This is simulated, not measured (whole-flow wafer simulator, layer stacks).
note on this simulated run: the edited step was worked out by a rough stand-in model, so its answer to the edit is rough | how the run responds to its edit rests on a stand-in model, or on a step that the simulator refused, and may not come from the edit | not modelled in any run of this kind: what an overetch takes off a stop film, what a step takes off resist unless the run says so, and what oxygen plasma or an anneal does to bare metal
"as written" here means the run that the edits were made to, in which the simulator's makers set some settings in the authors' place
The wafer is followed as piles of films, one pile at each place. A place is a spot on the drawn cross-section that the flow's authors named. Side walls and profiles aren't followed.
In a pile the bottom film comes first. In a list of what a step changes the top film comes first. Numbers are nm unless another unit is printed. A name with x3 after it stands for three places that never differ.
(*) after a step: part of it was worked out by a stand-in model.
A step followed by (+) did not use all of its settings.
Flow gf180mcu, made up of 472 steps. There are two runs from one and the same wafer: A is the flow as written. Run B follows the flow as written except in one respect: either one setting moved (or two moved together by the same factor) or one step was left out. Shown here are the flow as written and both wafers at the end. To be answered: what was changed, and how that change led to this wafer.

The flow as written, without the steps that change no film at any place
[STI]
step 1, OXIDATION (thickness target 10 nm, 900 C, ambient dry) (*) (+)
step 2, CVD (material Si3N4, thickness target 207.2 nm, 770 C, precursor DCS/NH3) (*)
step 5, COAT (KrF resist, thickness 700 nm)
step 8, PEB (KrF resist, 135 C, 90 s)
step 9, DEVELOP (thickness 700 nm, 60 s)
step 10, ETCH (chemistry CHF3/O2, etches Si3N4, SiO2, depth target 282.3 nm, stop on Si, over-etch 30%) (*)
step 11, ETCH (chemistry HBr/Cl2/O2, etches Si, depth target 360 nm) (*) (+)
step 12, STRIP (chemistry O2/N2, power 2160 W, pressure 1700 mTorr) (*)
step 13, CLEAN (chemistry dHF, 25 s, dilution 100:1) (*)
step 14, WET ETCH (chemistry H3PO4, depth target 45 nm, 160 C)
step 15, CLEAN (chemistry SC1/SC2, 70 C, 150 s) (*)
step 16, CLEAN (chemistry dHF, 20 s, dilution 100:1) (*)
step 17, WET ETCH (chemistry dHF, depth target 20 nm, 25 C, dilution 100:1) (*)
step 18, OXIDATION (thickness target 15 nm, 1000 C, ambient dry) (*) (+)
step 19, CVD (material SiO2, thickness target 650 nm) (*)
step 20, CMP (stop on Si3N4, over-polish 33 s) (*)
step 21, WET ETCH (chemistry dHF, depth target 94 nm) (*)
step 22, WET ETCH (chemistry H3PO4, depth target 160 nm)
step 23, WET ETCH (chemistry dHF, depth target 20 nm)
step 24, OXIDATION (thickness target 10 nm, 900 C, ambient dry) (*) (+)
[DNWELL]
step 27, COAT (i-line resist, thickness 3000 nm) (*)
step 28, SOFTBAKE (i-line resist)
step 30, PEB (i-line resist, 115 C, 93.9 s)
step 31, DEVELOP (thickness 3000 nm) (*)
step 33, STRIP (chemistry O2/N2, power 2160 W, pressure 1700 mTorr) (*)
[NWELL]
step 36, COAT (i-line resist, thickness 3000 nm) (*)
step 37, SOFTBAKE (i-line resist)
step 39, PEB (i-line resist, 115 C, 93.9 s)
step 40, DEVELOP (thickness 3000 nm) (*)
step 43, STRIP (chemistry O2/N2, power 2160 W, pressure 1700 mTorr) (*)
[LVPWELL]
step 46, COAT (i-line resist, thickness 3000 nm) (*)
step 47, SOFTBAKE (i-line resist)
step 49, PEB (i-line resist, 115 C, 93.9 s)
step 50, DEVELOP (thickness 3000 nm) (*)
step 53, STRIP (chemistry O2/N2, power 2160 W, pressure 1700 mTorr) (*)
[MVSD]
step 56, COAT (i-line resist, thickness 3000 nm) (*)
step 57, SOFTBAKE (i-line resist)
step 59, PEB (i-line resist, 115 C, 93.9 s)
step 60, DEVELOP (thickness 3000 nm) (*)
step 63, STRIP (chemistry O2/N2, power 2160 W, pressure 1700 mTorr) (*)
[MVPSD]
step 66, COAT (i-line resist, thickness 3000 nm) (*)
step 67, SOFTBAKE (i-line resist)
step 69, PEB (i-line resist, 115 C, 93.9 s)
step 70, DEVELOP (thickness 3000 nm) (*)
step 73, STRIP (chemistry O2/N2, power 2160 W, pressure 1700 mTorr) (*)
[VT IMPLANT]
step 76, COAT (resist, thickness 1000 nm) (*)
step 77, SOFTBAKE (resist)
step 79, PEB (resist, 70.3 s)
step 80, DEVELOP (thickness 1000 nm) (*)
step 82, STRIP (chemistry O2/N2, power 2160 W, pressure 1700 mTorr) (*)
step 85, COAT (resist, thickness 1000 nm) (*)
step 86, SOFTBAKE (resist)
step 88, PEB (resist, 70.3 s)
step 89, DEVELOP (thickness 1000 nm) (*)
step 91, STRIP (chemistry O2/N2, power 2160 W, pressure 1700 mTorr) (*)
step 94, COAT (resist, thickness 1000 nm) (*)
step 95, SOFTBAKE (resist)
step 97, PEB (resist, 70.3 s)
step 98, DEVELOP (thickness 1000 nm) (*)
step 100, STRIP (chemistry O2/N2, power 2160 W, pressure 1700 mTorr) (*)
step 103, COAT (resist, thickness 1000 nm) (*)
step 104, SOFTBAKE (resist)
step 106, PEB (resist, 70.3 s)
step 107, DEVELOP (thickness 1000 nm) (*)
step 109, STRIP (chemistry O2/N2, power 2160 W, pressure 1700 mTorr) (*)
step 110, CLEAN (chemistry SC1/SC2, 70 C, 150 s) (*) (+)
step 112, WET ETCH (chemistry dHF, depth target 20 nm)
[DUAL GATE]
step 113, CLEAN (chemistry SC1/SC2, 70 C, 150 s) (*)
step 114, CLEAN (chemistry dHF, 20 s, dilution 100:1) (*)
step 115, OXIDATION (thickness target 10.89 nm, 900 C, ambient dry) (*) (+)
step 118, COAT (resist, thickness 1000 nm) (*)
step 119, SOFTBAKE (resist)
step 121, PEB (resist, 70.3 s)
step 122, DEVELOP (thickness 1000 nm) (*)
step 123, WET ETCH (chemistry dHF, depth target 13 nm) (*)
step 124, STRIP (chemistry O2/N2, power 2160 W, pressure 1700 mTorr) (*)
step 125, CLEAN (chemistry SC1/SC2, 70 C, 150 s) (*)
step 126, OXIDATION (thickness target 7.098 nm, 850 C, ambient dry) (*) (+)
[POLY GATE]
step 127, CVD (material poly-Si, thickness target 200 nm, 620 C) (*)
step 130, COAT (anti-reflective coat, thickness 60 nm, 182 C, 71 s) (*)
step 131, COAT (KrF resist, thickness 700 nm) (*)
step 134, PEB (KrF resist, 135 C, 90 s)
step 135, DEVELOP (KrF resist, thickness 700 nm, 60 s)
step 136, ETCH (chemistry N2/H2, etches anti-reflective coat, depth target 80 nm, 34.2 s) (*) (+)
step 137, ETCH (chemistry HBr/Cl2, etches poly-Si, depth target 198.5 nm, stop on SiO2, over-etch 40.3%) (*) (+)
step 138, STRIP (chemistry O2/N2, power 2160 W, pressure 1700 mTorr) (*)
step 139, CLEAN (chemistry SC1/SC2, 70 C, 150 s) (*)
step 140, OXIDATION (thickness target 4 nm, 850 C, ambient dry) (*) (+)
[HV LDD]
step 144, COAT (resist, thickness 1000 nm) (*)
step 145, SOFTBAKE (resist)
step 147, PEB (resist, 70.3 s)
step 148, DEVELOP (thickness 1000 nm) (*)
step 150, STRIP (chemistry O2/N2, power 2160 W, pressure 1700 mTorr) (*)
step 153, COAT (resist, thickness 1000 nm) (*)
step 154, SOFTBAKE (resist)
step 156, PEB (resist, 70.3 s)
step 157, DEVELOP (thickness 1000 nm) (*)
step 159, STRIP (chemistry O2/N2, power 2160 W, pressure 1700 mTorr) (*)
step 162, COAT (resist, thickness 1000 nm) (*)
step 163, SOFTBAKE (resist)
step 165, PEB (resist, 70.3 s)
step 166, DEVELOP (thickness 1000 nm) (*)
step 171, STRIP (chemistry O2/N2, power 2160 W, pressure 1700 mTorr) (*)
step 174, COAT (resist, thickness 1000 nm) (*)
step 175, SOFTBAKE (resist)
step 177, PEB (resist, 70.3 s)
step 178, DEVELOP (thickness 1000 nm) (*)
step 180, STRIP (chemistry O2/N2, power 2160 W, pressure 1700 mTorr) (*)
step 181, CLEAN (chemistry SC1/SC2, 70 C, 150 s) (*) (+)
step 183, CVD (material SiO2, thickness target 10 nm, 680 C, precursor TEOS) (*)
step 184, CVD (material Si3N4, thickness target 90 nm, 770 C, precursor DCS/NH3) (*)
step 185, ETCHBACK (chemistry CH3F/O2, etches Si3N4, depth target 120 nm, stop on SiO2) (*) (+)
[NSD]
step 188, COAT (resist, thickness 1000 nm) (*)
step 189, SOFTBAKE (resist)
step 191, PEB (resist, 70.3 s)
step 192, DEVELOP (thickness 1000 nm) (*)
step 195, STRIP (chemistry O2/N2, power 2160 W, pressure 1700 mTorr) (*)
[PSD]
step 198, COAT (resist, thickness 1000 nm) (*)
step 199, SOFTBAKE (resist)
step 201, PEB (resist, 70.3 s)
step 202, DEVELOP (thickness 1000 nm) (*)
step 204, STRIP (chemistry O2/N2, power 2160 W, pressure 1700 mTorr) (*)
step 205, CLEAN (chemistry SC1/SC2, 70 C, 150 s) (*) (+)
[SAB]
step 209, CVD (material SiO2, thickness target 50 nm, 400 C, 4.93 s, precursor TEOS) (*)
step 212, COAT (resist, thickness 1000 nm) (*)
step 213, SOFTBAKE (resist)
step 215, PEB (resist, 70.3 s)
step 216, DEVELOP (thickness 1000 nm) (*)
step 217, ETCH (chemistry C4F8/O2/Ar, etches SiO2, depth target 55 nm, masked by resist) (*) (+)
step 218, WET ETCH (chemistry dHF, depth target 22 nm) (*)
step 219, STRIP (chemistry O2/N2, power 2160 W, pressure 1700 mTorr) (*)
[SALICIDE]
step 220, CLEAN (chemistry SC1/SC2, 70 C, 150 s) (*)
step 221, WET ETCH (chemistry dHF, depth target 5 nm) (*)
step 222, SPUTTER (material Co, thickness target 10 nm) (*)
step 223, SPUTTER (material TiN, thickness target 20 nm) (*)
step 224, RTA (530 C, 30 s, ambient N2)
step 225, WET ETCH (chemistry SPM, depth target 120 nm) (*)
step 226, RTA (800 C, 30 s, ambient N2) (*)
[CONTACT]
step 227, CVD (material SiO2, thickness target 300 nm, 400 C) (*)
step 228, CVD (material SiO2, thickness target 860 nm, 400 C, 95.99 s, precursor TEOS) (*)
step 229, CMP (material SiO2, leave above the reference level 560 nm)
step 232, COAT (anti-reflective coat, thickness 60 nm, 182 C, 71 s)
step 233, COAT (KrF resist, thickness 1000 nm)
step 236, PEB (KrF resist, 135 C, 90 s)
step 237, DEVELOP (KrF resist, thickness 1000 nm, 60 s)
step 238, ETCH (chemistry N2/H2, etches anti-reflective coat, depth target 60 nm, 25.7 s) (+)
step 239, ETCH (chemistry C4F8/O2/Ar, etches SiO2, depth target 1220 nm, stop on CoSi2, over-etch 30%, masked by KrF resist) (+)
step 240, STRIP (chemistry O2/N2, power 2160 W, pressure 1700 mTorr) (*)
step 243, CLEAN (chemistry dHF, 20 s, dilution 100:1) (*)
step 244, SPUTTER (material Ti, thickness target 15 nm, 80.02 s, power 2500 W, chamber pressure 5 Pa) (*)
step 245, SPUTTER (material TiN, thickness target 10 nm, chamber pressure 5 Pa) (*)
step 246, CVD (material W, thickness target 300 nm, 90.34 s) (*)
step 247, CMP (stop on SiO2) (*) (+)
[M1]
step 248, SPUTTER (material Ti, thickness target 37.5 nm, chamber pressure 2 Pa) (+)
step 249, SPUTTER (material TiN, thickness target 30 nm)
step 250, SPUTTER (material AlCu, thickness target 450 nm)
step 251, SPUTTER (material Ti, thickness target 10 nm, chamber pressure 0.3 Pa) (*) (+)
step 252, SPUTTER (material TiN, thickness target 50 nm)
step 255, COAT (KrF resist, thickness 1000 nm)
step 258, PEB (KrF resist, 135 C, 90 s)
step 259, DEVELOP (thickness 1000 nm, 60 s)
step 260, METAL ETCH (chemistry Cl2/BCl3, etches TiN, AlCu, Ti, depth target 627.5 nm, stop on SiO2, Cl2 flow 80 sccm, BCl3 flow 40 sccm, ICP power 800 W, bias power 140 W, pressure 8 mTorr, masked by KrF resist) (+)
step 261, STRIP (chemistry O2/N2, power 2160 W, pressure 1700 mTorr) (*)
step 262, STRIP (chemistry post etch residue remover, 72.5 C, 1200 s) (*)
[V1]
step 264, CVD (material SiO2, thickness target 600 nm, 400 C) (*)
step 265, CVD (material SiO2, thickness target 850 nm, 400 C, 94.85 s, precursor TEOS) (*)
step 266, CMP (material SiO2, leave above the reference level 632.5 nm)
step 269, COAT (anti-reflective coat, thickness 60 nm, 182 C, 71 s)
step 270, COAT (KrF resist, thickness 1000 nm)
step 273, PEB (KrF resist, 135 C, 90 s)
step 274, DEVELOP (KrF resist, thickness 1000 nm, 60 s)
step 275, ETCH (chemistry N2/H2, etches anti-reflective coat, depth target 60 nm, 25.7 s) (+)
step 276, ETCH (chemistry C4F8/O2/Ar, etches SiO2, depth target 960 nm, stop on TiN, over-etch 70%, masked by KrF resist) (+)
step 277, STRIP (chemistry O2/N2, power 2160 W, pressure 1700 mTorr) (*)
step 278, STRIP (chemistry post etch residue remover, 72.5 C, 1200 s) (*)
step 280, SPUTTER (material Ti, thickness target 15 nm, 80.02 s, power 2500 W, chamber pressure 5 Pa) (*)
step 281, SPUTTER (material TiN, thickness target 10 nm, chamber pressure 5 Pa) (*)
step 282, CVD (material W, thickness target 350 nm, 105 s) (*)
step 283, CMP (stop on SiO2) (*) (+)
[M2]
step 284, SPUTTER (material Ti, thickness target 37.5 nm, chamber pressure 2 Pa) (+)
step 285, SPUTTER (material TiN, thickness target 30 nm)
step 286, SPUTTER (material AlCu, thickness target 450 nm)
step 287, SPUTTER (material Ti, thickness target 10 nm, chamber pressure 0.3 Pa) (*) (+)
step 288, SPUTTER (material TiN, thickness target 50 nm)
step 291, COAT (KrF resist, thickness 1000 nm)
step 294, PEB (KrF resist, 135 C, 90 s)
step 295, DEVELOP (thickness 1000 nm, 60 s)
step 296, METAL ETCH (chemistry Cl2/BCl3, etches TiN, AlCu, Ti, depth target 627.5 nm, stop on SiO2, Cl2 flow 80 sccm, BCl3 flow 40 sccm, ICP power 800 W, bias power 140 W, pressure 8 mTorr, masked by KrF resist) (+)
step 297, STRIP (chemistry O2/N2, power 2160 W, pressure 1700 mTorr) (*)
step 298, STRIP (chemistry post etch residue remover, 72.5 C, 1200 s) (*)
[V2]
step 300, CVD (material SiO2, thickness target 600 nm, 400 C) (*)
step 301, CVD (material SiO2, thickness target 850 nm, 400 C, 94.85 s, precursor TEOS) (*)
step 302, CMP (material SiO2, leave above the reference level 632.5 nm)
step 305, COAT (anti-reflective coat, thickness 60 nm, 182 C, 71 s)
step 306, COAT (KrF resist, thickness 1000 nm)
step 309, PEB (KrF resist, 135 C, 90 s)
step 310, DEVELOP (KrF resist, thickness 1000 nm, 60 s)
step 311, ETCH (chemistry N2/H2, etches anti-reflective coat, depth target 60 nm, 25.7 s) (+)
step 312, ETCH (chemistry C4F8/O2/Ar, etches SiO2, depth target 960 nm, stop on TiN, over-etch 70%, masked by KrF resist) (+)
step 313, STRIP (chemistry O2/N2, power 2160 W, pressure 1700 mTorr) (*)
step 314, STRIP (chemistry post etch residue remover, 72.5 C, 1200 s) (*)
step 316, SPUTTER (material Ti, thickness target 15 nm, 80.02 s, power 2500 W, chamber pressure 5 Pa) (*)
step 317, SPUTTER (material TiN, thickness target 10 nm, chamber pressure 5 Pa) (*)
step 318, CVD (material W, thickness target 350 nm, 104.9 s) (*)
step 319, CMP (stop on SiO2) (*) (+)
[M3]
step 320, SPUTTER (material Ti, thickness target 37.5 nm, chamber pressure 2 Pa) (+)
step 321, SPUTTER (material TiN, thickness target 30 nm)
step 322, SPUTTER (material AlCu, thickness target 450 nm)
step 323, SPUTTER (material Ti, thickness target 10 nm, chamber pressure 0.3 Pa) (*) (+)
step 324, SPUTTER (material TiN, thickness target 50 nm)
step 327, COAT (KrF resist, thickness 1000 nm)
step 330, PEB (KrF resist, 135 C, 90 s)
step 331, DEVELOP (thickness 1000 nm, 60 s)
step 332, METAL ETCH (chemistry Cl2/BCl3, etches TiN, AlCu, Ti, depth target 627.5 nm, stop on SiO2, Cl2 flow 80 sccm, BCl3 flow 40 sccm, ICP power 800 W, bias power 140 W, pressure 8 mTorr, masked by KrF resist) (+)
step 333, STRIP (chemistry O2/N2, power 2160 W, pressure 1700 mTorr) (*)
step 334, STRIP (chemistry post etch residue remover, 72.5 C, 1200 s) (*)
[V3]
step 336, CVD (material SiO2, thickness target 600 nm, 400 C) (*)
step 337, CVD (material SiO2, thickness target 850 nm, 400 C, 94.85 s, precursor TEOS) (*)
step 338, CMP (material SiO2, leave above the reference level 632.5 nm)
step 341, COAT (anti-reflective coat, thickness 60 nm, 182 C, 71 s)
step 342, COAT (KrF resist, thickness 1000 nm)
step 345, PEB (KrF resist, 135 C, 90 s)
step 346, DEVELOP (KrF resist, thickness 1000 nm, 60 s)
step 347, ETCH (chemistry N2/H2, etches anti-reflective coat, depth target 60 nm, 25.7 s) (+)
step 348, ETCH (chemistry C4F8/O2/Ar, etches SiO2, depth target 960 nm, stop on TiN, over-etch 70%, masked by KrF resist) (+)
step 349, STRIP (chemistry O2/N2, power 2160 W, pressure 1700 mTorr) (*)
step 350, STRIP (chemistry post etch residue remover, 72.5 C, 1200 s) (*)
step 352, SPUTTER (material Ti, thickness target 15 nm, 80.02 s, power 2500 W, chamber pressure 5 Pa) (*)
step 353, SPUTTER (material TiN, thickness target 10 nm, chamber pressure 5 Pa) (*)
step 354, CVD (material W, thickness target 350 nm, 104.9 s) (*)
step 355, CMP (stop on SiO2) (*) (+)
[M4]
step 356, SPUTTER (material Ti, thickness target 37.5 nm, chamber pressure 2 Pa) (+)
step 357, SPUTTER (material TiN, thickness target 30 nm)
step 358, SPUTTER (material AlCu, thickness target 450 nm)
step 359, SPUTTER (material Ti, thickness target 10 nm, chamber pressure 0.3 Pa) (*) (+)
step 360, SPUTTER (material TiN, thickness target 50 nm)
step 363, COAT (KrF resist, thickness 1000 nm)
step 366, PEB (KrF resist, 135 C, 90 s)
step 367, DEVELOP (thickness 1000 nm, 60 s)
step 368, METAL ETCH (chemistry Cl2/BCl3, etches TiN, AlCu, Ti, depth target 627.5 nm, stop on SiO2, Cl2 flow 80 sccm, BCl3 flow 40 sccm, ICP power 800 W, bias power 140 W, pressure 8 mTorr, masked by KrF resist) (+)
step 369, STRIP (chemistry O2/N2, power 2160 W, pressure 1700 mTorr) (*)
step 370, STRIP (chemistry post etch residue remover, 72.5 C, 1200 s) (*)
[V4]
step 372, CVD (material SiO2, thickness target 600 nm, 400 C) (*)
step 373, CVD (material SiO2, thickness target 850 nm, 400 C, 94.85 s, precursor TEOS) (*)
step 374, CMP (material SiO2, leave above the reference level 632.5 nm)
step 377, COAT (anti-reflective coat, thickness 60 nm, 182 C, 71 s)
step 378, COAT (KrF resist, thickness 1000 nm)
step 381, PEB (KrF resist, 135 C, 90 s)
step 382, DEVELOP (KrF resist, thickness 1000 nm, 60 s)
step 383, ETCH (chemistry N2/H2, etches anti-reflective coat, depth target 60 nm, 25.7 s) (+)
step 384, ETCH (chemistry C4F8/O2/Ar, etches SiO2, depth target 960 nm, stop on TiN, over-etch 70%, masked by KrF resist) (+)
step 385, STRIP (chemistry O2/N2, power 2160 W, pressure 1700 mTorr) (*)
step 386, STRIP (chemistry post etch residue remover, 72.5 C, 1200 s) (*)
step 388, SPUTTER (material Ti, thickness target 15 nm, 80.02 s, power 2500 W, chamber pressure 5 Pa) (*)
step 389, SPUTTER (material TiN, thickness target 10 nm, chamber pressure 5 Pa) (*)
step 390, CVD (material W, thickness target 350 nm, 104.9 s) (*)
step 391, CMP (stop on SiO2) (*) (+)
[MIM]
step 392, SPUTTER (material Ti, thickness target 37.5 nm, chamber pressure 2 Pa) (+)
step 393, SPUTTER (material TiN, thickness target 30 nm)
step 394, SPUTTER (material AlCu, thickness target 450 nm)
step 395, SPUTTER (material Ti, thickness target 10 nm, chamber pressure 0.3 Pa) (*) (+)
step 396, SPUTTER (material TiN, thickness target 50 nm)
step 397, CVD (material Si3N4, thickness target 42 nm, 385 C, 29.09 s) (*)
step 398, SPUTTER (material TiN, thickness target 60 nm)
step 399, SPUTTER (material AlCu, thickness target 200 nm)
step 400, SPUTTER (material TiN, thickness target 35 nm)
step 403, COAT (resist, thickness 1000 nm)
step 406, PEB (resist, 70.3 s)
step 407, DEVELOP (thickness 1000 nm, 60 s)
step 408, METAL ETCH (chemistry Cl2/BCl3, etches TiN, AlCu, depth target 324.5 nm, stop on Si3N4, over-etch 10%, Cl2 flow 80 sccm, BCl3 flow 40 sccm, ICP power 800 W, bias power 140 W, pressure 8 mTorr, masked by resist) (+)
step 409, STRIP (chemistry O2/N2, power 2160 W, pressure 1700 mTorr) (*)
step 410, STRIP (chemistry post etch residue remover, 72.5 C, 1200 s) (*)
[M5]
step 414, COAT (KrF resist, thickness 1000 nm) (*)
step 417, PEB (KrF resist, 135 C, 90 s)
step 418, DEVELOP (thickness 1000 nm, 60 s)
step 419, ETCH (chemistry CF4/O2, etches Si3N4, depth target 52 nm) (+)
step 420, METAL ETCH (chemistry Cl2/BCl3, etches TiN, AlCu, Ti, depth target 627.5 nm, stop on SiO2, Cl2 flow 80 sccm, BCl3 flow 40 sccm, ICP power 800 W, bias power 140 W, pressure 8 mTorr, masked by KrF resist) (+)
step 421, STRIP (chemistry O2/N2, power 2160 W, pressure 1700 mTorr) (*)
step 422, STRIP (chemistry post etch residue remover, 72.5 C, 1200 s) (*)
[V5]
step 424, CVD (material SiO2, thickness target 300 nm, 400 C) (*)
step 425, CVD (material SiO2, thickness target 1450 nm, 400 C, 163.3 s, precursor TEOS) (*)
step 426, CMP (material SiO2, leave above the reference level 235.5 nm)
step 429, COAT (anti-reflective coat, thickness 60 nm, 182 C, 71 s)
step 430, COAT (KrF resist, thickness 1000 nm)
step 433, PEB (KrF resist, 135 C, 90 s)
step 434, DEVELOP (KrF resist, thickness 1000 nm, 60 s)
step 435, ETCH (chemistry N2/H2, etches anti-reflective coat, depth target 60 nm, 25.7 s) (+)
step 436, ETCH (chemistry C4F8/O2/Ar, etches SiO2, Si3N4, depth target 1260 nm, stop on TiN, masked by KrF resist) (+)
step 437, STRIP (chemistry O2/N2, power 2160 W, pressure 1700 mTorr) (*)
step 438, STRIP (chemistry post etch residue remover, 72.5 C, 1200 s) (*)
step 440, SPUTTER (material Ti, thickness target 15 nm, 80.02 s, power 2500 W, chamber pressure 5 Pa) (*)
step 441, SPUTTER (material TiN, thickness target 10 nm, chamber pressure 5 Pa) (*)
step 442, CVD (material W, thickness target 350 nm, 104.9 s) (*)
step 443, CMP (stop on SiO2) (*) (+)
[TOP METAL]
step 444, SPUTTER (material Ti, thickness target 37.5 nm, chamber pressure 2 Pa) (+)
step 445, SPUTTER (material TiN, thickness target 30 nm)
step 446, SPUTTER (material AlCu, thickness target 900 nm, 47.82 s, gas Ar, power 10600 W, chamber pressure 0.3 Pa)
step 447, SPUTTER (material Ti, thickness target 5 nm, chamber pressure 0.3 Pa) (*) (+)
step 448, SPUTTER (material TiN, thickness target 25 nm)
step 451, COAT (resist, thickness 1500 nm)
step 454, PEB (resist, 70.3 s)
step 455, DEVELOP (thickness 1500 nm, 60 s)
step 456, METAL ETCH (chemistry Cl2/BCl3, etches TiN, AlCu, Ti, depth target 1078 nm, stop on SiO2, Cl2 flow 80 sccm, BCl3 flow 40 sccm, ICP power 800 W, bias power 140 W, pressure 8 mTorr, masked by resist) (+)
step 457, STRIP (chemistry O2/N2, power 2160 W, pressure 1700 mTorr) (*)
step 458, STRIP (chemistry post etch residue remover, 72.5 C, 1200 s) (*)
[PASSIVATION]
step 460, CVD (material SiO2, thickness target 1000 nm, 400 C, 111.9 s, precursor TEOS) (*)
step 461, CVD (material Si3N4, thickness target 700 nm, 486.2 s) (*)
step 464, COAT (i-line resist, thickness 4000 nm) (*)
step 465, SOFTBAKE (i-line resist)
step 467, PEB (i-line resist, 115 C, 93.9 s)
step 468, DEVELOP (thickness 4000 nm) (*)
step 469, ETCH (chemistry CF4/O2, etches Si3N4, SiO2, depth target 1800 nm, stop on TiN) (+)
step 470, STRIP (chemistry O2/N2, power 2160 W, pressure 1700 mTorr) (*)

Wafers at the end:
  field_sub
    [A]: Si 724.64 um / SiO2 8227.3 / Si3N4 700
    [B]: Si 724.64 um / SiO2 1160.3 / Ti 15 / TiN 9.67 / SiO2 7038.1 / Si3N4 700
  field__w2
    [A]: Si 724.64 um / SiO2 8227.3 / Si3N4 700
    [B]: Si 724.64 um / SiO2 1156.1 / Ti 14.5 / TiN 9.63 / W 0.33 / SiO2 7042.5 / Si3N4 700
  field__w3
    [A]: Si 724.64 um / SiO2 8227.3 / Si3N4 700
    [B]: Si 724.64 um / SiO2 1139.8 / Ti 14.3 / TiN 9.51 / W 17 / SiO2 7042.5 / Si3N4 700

Cause: step 228, CVD: thickness target 538 nm was run, though the flow has thickness target 860 nm; step 228, CVD: 59.99 s was run, where the flow has 95.99 s.

How this came from the change, step by step:
  step 228, CVD (material SiO2, thickness target 860 nm, 400 C, 95.99 s, precursor TEOS) (*)
      field, field__w7, field__w8 and 70 more: A +860 SiO2 | B +544.4 SiO2
      field__w3, field__w12: A +807.3 SiO2 | B +514.5 SiO2
      (as well as at 36 more places)
  step 229, CMP (material SiO2, leave above the reference level 560 nm)
      ldn_sep__w1, ldn_sep__w2, ldn_dft and 8 more: A -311 SiO2 | B nothing
      active, p_well, sd_n, iso_ptap_pw, iso_ntap_nw, iso_ptap_sub, vpnp_e: A -299.9 SiO2 | B nothing
      (as well as at 93 more places)
  step 232, COAT (anti-reflective coat, thickness 60 nm, 182 C, 71 s)
      sti, mim_1p0, pad, dice_street: A +60 anti-reflective coat (new film) | B +53.9 anti-reflective coat (new film)
      iso_nw_fld, nw_enc_fld__w1, ldn_sep__w2, ldp_sep__w1: A +60 anti-reflective coat (new film) | B +58.7 anti-reflective coat (new film)
      (as well as at 87 more places)
  step 238, ETCH (chemistry N2/H2, etches anti-reflective coat, depth target 60 nm, 25.7 s) (+)
      contact: A -60 anti-reflective coat (all of it), -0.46 SiO2 | B -66.8 anti-reflective coat (all of it), -0.29 SiO2
      polyc_n: A -60 anti-reflective coat (all of it), -0.46 SiO2 | B -42.3 anti-reflective coat (all of it), -0.91 SiO2
      (as well as at 1 more place)
  step 239, ETCH (chemistry C4F8/O2/Ar, etches SiO2, depth target 1220 nm, stop on CoSi2, over-etch 30%, masked by KrF resist) (+)
      field, field__w1, field__w2 and 105 more: A -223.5 KrF resist | B -216.8 KrF resist
      contact: A -859.5 SiO2 (all of it) | B -834 SiO2 (all of it)
  step 240, STRIP (chemistry O2/N2, power 2160 W, pressure 1700 mTorr) (*)
      sti, mim_1p0, pad, dice_street: A -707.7 KrF resist (all of it), -60 anti-reflective coat (all of it) | B -721.9 KrF resist (all of it), -53.9 anti-reflective coat (all of it)
      p_well, sd_n: A -707.7 KrF resist (all of it), -60 anti-reflective coat (all of it) | B -721.9 KrF resist (all of it), -50.8 anti-reflective coat (all of it)
      (as well as at 87 more places)
  step 244, SPUTTER (material Ti, thickness target 15 nm, 80.02 s, power 2500 W, chamber pressure 5 Pa) (*)
      field__w3: A +15 Ti (new film) | B +14.3 Ti (new film)
      ld_drift_p: A +15 Ti (new film) | B +14.2 Ti (new film)
  step 245, SPUTTER (material TiN, thickness target 10 nm, chamber pressure 5 Pa) (*)
      ld_drift_p: A +10 TiN (new film) | B +9.49 TiN (new film)
  step 246, CVD (material W, thickness target 300 nm, 90.34 s) (*)
      contact: A +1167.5 W (new film) | B +1134.3 W (new film)
  step 247, CMP (stop on SiO2) (*) (+)
      active, p_well, sd_n, iso_ptap_pw, iso_ntap_nw, iso_ptap_sub, vpnp_e: A -300 W (all of it), -10 TiN (all of it), -15 Ti (all of it), -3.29 SiO2 | B -300 W (all of it), -10 TiN (all of it), -6.86 Ti
      ldn_tap, ldn_src, ldn_drn, ldp_tap, ldp_src, ldp_drn, ldp_gr: A -300 W (all of it), -10 TiN (all of it), -15 Ti (all of it), -3.29 SiO2 | B -300 W (all of it), -10 TiN (all of it), -8.74 Ti
      (as well as at 79 more places)
  step 248, SPUTTER (material Ti, thickness target 37.5 nm, chamber pressure 2 Pa) (+)
      active, p_well, sti and 24 more: A +37.5 Ti (new film) | B +37.5 Ti
  step 260, METAL ETCH (chemistry Cl2/BCl3, etches TiN, AlCu, Ti, depth target 627.5 nm, stop on SiO2, Cl2 flow 80 sccm, BCl3 flow 40 sccm, ICP power 800 W, bias power 140 W, pressure 8 mTorr, masked by KrF resist) (+)
      field__w2, field__w3, field__w12 and 7 more: A -50 TiN (all of it), -10 Ti (all of it), -450 AlCu (all of it), -30 TiN (all of it), -37.5 Ti (all of it) | B -50 TiN (all of it), -10 Ti (all of it), -450 AlCu (all of it), -30 TiN (all of it), -37.5 Ti (all of it), -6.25 W
      field: A -50 TiN (all of it), -10 Ti (all of it), -450 AlCu (all of it), -30 TiN (all of it), -37.5 Ti (all of it) | B -50 TiN (all of it), -10 Ti (all of it), -450 AlCu (all of it), -30 TiN (all of it), -37.5 Ti (all of it), -6.28 TiN (all of it), -15 Ti (all of it)
      (as well as at 41 more places)
  step 262, STRIP (chemistry post etch residue remover, 72.5 C, 1200 s) (*)
      field__w2, field__w3, field__w12, mim, ld_drift_p, ld_drn_p: A nothing | B -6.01 W
      field_sub, field_sub__w2: A nothing | B -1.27 W (all of it), -0.33 TiN
      (as well as at 1 more place)
  step 264, CVD (material SiO2, thickness target 600 nm, 400 C) (*)
      field__w2, field__w3, field__w12 and 8 more: A +600 SiO2 | B +600 SiO2 (new film)
  step 266, CMP (material SiO2, leave above the reference level 632.5 nm)
      active, p_well, sd_n, iso_ptap_pw, iso_ntap_nw, iso_ptap_sub, vpnp_e: A -300 SiO2 | B -291.9 SiO2
      ldn_tap, ldn_src, ldn_drn, ldp_tap, ldp_src, ldp_drn, ldp_gr: A -300 SiO2 | B -293.7 SiO2
      (as well as at 38 more places)
If metal films that touch count as one body, field_sub has 1 body; the flow as written gives 0 bodies.
If metal films that touch count as one body, field__w2 has 1 body; the flow as written gives 0 bodies.
If metal films that touch count as one body, field__w3 has 1 body; the flow as written gives 0 bodies.
